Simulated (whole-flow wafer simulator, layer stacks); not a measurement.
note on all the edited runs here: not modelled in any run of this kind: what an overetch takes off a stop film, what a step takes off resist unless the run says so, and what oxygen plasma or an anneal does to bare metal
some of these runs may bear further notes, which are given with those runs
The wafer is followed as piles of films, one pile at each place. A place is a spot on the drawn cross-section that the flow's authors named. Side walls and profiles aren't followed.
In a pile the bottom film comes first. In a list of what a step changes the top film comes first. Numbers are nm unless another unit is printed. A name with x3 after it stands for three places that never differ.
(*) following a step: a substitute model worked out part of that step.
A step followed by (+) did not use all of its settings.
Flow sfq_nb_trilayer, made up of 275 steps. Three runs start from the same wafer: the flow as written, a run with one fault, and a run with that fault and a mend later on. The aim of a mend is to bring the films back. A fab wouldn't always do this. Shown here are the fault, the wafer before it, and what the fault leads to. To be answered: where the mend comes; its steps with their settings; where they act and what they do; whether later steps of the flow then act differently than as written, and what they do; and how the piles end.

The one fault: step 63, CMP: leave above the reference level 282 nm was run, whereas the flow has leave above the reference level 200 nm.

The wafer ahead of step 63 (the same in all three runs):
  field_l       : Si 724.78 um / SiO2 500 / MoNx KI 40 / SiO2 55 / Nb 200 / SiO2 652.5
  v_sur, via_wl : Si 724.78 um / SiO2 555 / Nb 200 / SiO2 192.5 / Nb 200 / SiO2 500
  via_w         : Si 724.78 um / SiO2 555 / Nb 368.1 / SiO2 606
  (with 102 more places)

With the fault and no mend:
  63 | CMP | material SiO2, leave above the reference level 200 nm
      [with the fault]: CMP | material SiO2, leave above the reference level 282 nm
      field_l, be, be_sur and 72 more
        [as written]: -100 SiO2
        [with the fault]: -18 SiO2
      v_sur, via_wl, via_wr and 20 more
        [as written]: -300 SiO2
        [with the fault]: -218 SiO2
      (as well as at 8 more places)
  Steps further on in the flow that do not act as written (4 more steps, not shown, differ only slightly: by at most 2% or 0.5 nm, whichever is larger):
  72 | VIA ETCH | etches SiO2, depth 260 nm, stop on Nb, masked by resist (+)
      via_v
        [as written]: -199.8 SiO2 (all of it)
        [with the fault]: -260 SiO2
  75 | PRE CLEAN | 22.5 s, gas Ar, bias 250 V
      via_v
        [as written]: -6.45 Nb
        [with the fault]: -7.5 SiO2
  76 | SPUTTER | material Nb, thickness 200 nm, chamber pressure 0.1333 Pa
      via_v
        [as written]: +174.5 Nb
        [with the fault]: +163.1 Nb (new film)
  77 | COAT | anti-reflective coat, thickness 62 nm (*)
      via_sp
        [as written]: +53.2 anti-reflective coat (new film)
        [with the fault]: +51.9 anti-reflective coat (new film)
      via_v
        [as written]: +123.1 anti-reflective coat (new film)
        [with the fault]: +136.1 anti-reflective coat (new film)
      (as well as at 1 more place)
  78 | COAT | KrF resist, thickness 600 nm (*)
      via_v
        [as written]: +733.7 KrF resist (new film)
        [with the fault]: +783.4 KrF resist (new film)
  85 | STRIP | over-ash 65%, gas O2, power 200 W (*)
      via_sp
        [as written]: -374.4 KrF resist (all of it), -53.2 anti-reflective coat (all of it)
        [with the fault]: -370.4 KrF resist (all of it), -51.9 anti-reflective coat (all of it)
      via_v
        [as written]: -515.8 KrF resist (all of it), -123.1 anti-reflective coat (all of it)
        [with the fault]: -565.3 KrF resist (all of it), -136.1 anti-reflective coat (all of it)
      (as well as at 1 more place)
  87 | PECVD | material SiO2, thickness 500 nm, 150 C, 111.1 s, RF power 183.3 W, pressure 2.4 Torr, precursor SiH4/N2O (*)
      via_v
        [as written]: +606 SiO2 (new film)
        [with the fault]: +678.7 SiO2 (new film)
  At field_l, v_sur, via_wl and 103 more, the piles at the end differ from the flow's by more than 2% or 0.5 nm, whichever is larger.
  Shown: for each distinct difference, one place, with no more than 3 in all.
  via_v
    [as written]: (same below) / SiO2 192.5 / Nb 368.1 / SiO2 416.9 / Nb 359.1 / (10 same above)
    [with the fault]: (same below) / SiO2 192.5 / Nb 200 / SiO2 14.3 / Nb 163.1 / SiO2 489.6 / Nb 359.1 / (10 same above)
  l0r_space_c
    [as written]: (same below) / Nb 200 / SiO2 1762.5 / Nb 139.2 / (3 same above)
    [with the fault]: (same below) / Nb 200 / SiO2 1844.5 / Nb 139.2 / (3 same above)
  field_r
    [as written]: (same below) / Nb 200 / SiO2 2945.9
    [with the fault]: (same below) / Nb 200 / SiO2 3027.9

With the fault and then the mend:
  The mend follows step 70.
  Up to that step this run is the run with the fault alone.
  70a | STRIP | over-ash 65%, gas O2, power 200 W (*)
      field_l, v_sur, via_wl and 102 more
        -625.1 KrF resist (all of it), -62 anti-reflective coat (all of it)
      via_v
        -62 anti-reflective coat (all of it)
  70b | CMP | material SiO2, leave above the reference level 200 nm (the flow's step 63 again)
      field_l, v_sur, via_wl and 103 more
        -82 SiO2
  70c | COAT | anti-reflective coat, thickness 62 nm (the flow's step 65 again)
      field_l, v_sur, via_wl and 103 more
        +62 anti-reflective coat (new film)
  70d | COAT | KrF resist, thickness 650 nm (the flow's step 66 again)
      field_l, v_sur, via_wl and 103 more
        +650 KrF resist (new film)
  70e | SOFTBAKE | KrF resist (the flow's step 67 again)
      alters no film at any place that is followed
  70f | EXPOSE | photomask I1, dose 11.91 mJ/cm2, NA 0.6, wavelength 248 nm (*) (the flow's step 68 again)
      alters no film at any place that is followed
  70g | PEB | KrF resist, 90 s (the flow's step 69 again)
      field_l, v_sur, via_wl and 103 more
        -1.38 KrF resist
  70h | DEVELOP | KrF resist, thickness 650 nm, 60 s (the flow's step 70 again)
      field_l, v_sur, via_wl and 102 more
        -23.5 KrF resist
      via_v
        -648.6 KrF resist (all of it)
  Later steps of the flow that are run all act as written at every place that is followed.
  The piles end the same as the flow's at every place that both follow.
